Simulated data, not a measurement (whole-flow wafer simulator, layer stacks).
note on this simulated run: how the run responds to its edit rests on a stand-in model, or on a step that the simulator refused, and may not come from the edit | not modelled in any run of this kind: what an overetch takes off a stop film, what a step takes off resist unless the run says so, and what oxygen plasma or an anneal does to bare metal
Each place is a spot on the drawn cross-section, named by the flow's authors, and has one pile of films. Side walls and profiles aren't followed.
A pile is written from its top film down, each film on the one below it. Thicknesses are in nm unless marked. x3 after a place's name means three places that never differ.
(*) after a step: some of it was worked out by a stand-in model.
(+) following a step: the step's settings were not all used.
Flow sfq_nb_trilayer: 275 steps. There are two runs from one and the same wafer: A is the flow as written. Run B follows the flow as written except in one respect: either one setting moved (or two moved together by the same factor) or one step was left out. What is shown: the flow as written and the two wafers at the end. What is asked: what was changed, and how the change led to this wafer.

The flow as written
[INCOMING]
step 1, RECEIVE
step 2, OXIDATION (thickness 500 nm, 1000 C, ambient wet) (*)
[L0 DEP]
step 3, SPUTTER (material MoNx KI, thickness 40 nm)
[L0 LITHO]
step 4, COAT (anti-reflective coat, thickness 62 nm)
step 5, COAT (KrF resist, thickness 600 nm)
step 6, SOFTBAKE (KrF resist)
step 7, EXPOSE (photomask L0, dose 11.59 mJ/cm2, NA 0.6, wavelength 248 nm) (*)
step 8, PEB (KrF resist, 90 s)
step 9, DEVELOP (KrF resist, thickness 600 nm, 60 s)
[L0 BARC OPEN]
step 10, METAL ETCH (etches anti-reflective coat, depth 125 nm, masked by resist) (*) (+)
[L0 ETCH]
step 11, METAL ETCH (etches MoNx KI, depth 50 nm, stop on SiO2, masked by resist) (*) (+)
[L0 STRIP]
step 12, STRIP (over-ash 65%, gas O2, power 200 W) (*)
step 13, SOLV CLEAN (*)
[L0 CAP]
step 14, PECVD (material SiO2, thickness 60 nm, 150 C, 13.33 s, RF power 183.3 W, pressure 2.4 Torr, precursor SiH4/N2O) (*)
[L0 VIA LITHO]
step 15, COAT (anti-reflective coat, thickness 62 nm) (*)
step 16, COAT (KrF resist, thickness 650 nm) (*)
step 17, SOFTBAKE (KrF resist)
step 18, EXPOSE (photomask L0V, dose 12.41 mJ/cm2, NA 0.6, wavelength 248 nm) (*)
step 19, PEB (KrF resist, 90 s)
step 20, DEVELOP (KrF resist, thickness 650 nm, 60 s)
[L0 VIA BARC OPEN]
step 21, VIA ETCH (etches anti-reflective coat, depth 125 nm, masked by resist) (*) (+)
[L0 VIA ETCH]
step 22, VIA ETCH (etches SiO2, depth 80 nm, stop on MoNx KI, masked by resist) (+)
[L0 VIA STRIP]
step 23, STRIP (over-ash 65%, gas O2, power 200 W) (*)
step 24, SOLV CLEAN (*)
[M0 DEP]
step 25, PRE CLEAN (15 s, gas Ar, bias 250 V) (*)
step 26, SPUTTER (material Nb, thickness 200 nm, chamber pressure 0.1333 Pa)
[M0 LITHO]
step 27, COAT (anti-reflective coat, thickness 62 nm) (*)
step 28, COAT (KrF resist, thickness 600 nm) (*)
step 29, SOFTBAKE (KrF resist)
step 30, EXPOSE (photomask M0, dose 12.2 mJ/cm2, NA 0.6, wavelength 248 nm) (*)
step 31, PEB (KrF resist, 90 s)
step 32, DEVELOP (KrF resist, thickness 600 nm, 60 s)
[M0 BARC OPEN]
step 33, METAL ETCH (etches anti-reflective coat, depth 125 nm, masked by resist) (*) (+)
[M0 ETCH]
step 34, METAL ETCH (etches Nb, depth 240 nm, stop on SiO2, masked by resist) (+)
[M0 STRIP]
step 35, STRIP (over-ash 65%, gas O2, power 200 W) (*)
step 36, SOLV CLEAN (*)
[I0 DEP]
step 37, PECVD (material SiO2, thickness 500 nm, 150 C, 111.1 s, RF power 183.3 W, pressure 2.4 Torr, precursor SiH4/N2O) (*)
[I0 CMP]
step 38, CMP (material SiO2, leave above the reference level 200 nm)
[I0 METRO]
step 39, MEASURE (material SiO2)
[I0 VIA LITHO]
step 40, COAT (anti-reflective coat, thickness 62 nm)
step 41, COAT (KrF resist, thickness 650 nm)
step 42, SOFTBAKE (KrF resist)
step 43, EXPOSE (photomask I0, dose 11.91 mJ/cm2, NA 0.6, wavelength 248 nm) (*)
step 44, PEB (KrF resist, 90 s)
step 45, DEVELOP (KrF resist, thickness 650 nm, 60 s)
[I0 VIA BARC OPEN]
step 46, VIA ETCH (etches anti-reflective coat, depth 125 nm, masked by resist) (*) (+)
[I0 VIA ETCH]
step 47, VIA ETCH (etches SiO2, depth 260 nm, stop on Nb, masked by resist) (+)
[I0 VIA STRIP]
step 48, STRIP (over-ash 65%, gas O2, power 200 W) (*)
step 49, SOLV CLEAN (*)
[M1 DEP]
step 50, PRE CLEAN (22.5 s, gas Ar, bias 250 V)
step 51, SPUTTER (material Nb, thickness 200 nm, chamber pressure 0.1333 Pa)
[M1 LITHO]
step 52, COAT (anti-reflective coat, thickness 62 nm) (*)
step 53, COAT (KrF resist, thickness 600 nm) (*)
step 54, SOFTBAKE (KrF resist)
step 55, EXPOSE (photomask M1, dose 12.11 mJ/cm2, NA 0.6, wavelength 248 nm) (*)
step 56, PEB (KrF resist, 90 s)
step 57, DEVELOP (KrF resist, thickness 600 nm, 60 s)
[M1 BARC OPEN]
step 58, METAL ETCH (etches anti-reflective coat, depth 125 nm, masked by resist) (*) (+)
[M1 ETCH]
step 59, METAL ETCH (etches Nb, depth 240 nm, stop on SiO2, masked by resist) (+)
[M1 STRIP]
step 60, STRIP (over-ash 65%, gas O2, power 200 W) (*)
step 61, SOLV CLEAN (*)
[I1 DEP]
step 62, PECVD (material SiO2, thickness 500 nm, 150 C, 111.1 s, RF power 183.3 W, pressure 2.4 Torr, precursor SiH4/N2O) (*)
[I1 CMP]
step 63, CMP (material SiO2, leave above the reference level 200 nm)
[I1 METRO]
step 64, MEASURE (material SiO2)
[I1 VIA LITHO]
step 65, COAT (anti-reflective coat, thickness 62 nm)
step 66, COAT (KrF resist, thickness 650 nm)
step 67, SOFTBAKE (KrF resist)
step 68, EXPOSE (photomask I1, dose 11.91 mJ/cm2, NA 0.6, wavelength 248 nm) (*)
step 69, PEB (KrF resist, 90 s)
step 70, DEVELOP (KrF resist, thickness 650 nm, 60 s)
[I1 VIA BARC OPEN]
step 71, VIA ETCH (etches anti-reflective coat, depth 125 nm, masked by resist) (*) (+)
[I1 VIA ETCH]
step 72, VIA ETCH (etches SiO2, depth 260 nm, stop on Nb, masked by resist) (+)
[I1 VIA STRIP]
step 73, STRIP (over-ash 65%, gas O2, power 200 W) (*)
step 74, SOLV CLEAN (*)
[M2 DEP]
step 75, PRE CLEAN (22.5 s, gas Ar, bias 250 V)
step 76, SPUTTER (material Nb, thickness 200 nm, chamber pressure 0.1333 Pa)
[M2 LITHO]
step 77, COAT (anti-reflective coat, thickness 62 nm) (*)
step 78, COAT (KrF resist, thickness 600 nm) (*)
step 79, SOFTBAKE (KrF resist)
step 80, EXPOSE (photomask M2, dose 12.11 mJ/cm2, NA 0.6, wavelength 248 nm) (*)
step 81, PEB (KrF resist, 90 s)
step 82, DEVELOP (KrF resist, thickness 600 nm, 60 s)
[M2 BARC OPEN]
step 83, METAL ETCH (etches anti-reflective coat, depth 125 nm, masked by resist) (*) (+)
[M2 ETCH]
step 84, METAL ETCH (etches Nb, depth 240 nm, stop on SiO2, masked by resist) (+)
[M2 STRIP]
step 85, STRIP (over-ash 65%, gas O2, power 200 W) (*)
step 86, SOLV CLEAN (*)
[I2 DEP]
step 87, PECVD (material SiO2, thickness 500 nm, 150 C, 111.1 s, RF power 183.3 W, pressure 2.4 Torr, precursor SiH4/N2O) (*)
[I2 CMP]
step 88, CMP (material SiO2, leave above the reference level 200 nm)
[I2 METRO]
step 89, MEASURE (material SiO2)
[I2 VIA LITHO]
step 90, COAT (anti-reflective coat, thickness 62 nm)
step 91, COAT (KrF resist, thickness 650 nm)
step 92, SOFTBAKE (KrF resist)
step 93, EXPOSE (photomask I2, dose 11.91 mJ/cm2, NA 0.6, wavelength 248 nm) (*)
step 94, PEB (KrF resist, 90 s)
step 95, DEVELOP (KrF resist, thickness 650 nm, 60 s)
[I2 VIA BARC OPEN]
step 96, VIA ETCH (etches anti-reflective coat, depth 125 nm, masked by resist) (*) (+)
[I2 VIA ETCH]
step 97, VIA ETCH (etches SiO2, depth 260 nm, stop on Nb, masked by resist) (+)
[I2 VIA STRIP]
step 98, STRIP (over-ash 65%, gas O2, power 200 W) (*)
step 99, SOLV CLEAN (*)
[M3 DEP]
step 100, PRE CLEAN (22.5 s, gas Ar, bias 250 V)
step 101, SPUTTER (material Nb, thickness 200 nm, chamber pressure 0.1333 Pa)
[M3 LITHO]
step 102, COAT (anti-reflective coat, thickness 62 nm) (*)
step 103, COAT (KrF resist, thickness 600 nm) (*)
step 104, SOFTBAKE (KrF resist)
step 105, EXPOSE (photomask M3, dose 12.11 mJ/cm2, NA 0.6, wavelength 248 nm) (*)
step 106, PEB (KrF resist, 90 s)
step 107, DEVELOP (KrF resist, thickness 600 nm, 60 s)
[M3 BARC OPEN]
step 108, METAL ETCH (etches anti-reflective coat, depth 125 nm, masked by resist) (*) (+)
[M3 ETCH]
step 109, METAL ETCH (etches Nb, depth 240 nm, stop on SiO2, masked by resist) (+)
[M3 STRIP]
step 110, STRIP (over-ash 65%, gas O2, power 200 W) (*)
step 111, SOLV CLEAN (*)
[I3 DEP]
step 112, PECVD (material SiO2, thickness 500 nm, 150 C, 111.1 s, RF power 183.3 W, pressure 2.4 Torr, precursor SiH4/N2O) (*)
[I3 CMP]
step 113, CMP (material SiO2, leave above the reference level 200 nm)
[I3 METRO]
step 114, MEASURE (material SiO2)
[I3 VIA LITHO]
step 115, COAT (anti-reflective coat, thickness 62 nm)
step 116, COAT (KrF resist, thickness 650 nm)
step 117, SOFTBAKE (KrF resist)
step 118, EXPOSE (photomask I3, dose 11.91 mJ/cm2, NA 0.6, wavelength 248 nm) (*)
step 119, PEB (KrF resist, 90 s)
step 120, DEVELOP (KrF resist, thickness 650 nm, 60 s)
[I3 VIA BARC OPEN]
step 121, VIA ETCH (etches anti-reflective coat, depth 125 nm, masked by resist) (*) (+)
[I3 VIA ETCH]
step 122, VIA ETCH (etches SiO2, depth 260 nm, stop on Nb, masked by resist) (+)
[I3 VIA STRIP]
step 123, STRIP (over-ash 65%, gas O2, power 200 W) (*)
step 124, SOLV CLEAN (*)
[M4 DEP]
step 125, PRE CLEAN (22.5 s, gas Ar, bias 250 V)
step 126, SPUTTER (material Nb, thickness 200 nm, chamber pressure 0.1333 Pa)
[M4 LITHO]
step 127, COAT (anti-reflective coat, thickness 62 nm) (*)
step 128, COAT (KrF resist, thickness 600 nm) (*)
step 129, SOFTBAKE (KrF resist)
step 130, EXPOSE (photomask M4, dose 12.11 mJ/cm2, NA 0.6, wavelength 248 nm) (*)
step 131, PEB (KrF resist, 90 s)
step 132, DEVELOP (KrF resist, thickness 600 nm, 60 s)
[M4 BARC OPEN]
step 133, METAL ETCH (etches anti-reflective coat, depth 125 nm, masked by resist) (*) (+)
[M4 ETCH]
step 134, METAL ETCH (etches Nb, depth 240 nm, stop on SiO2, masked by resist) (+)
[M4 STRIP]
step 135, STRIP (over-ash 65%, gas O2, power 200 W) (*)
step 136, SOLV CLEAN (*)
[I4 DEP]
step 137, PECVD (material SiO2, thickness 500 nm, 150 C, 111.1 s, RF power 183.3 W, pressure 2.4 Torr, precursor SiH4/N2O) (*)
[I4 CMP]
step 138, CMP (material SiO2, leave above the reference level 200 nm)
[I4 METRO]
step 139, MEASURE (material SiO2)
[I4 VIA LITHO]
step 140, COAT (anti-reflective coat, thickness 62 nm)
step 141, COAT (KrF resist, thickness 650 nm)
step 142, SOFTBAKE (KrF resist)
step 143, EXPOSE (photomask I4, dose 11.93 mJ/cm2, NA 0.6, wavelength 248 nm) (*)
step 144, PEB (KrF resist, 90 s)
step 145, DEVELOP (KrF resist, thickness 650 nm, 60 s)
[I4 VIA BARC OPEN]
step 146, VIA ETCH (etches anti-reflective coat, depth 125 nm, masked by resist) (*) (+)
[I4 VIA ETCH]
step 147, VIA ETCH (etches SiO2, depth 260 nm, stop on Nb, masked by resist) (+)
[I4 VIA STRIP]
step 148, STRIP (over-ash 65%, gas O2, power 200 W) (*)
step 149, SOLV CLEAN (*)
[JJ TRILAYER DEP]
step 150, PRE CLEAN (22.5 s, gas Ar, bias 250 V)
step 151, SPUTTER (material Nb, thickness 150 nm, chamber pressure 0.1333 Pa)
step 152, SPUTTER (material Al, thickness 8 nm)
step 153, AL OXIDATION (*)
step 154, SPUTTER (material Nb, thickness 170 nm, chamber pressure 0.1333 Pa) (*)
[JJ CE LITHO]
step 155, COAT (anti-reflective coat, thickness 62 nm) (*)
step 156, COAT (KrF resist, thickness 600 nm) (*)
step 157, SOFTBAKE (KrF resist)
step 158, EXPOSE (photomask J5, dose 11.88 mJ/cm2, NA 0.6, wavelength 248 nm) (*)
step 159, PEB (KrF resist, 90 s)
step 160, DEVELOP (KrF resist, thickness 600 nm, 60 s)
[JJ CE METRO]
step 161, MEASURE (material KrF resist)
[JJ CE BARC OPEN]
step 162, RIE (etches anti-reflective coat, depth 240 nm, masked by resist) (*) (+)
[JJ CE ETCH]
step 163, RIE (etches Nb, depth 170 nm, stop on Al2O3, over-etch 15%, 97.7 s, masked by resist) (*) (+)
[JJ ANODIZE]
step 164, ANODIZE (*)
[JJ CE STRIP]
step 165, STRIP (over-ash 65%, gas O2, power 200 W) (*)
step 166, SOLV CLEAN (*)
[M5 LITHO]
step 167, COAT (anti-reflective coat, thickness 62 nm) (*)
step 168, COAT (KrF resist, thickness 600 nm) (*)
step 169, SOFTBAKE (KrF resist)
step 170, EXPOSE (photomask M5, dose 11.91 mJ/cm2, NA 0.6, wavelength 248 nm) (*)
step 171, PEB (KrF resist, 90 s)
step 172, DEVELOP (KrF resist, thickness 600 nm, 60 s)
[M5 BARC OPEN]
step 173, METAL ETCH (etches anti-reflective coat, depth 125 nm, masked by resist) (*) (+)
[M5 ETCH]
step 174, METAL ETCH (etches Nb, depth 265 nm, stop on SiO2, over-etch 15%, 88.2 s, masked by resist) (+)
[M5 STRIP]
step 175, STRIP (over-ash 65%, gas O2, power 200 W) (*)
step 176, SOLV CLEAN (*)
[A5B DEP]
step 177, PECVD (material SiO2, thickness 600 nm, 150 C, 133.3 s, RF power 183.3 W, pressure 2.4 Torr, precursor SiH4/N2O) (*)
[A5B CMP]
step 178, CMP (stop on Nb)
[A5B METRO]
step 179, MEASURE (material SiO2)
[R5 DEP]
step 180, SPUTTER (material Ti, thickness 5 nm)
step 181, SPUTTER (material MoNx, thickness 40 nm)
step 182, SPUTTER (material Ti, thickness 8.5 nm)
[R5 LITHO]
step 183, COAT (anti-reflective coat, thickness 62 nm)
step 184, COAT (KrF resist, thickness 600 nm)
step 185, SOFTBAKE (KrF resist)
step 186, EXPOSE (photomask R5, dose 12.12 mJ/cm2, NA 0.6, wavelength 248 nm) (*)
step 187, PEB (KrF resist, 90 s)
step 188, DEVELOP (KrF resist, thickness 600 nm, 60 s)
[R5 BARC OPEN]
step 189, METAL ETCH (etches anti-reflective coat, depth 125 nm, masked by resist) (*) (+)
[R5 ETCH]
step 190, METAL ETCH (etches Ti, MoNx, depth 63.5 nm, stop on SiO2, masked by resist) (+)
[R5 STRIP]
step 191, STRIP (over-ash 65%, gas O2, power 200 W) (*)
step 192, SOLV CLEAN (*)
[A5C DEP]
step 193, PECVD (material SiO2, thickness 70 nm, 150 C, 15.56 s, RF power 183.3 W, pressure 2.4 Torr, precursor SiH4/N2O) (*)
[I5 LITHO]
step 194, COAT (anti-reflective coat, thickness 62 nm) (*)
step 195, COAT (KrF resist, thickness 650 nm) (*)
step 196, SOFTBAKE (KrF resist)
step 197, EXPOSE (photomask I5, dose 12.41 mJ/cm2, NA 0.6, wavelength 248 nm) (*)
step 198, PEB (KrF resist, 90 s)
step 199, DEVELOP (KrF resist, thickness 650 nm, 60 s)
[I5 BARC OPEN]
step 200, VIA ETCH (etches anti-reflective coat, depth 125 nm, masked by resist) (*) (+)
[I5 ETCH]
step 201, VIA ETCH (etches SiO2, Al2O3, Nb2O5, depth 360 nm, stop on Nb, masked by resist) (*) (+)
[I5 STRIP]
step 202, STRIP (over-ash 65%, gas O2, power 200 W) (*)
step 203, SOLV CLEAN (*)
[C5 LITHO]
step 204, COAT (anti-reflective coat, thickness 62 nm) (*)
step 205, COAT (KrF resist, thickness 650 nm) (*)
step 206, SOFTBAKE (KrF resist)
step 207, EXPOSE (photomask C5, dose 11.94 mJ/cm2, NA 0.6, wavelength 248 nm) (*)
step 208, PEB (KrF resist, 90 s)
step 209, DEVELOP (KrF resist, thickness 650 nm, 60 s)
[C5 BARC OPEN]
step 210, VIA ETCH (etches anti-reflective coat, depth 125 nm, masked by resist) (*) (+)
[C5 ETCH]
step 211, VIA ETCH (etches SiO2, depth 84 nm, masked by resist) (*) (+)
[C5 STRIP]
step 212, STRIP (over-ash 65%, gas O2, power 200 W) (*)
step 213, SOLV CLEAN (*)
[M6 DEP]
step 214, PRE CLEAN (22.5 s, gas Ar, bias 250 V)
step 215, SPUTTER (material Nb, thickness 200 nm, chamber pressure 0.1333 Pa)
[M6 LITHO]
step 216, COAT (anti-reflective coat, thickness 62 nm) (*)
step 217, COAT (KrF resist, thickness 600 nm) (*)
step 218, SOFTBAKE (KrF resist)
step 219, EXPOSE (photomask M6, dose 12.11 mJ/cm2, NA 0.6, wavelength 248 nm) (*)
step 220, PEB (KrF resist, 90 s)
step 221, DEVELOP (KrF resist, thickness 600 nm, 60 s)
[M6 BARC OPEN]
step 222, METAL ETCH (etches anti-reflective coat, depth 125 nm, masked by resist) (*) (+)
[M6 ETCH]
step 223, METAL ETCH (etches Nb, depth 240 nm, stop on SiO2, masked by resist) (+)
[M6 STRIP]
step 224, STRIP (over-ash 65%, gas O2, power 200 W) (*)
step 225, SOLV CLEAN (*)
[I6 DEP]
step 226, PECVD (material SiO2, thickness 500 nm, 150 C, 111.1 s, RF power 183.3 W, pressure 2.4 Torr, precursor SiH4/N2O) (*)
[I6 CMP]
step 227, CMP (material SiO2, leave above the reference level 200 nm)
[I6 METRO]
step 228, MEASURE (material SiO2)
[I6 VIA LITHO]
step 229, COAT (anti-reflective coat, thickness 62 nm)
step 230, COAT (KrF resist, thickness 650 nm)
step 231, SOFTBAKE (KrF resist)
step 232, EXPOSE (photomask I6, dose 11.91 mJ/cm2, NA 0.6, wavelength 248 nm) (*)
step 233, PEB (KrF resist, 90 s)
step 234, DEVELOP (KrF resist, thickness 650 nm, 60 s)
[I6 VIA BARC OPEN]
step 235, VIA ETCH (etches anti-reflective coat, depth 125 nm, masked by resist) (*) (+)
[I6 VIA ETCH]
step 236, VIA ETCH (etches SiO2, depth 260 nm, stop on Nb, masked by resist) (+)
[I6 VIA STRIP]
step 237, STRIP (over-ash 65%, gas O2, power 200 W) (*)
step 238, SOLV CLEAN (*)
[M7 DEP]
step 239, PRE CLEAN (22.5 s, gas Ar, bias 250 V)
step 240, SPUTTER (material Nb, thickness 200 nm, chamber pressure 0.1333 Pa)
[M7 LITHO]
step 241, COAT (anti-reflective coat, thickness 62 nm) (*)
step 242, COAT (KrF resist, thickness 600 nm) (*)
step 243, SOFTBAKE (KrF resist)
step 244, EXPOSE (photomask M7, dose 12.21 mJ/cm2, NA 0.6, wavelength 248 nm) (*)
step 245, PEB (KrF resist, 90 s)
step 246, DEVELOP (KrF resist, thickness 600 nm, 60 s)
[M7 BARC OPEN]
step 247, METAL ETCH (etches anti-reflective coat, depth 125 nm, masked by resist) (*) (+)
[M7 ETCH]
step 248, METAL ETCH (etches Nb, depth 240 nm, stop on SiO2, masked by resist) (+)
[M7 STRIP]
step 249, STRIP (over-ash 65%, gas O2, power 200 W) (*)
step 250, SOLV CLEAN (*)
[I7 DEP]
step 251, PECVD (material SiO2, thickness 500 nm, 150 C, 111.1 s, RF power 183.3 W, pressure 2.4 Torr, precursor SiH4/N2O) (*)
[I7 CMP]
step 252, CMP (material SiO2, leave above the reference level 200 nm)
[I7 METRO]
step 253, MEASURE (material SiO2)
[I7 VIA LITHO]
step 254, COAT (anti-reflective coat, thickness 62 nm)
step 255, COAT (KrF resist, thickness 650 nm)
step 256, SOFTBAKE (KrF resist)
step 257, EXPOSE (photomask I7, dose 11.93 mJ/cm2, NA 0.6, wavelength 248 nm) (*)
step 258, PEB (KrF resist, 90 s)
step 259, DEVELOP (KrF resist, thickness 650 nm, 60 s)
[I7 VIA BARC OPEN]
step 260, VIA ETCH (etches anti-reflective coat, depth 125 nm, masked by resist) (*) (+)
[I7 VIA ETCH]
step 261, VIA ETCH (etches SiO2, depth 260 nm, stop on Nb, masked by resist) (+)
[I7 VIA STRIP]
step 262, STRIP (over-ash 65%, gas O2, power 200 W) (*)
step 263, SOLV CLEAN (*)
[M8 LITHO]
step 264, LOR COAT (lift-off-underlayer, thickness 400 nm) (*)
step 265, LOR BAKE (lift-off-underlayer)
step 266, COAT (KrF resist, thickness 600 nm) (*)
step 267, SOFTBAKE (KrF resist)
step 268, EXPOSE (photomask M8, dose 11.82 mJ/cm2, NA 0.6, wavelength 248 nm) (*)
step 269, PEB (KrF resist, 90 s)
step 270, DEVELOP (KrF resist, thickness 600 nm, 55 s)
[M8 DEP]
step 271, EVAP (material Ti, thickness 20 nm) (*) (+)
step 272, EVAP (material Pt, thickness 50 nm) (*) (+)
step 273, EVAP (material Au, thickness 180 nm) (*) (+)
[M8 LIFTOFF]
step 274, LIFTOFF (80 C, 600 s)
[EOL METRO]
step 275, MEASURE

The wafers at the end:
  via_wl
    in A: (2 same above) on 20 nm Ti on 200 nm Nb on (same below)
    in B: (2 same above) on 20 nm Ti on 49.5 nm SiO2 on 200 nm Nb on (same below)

Cause: step 261, VIA ETCH: depth 150.3 nm was run, while the flow as written has depth 260 nm.

How this came from the change, step by step:
  step 261, VIA ETCH (etches SiO2, depth 260 nm, stop on Nb, masked by resist) (+)
      via_wl, via_w, via_wr: A -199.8 SiO2 (all of it) | B -150.3 SiO2
      field_l, v_sur, via_sp and 100 more: A -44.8 KrF resist | B -25.9 KrF resist
  step 262, STRIP (over-ash 65%, gas O2, power 200 W) (*)
      field_l, v_sur, via_sp and 100 more: A -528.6 KrF resist (all of it), -62 anti-reflective coat (all of it) | B -547.5 KrF resist (all of it), -62 anti-reflective coat (all of it)
  step 264, LOR COAT (lift-off-underlayer, thickness 400 nm) (*)
      via_wl, via_wr: A +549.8 lift-off-underlayer (new film) | B +512.7 lift-off-underlayer (new film)
      v_sur: A +369.4 lift-off-underlayer (new film) | B +377 lift-off-underlayer (new film)
      (also at 1 further place)
  step 270, DEVELOP (KrF resist, thickness 600 nm, 55 s)
      v_sur: A -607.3 KrF resist (all of it), -369.4 lift-off-underlayer (all of it) | B -605.2 KrF resist (all of it), -377 lift-off-underlayer (all of it)
      via_wl: A -623.9 KrF resist (all of it), -549.8 lift-off-underlayer (all of it) | B -617.6 KrF resist (all of it), -512.7 lift-off-underlayer (all of it)
      (also at 2 further places)
If metal films that touch count as one body, via_wl has 8 bodies (between them, from the top down: SiO2 49.5; SiO2 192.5; SiO2 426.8 / Al2O3 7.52 / Nb2O5 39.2; SiO2 192.5; SiO2 192.5; SiO2 192.5; SiO2 192.5); the flow as written gives 7 bodies (between them, from the top down: SiO2 192.5; SiO2 426.8 / Al2O3 7.52 / Nb2O5 39.2; SiO2 192.5; SiO2 192.5; SiO2 192.5; SiO2 192.5).
